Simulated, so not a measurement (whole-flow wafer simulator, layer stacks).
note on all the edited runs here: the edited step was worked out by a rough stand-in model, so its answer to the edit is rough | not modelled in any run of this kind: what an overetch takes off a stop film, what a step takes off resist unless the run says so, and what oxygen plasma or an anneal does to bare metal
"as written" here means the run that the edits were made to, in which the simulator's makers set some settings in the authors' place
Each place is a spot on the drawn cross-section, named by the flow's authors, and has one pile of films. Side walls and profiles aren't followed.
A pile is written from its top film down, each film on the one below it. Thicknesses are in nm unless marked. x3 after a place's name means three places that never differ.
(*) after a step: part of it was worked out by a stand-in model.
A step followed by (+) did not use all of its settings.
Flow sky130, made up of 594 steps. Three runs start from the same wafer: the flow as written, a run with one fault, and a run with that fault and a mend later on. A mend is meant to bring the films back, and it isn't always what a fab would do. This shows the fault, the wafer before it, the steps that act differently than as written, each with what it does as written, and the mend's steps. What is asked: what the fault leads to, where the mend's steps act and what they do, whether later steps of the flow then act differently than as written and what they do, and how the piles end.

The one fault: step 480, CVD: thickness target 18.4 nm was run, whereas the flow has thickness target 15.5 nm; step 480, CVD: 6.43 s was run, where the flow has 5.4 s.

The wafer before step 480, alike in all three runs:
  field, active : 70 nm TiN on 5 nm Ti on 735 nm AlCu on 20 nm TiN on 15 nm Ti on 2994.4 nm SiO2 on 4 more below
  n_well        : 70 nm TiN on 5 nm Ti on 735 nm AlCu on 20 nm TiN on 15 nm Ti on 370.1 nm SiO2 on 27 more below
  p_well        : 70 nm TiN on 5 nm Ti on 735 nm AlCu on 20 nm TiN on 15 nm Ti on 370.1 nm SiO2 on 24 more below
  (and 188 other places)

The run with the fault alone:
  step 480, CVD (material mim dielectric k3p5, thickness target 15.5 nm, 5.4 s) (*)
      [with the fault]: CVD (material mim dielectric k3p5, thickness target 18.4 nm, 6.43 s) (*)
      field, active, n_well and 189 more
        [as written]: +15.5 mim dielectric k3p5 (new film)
        [with the fault]: +18.4 mim dielectric k3p5 (new film)
  Steps further on in the flow that do not act as written (4 more steps, not shown, differ only slightly: by at most 2% or 0.5 nm, whichever is larger):
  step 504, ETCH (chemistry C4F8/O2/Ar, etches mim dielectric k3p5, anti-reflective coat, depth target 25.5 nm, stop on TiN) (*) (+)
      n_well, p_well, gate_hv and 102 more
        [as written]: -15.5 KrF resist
        [with the fault]: -17 KrF resist
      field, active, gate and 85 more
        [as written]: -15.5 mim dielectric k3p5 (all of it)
        [with the fault]: -18.4 mim dielectric k3p5 (all of it)
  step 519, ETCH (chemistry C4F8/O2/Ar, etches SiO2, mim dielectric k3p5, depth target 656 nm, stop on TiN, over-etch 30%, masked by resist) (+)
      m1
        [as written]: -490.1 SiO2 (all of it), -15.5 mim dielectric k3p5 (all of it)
        [with the fault]: -487.2 SiO2 (all of it), -18.4 mim dielectric k3p5 (all of it)
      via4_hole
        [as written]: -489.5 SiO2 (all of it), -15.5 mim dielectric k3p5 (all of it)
        [with the fault]: -486.6 SiO2 (all of it), -18.4 mim dielectric k3p5 (all of it)
  At n_well, p_well, gate_hv and 100 more, the piles at the end differ from the flow's by more than 2% or 0.5 nm, whichever is larger.
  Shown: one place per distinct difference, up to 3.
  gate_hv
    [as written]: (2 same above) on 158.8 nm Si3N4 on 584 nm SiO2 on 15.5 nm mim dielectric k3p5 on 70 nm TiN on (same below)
    [with the fault]: (2 same above) on 158.8 nm Si3N4 on 581.1 nm SiO2 on 18.4 nm mim dielectric k3p5 on 70 nm TiN on (same below)
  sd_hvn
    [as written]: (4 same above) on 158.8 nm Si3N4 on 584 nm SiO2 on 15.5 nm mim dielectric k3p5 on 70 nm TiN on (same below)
    [with the fault]: (4 same above) on 158.8 nm Si3N4 on 581.1 nm SiO2 on 18.4 nm mim dielectric k3p5 on 70 nm TiN on (same below)
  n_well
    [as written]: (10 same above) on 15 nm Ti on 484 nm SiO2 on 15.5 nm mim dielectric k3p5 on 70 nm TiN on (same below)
    [with the fault]: (10 same above) on 15 nm Ti on 481.1 nm SiO2 on 18.4 nm mim dielectric k3p5 on 70 nm TiN on (same below)

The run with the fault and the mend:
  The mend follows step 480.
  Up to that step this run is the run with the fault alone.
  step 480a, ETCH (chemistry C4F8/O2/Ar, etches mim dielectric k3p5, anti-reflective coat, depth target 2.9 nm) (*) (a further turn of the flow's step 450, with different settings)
      field, active, n_well and 189 more
        -2.9 mim dielectric k3p5
  None of the later steps of the flow acts differently than as written at any place that is followed.
  At every place that both follow, the piles at the end match the flow's.
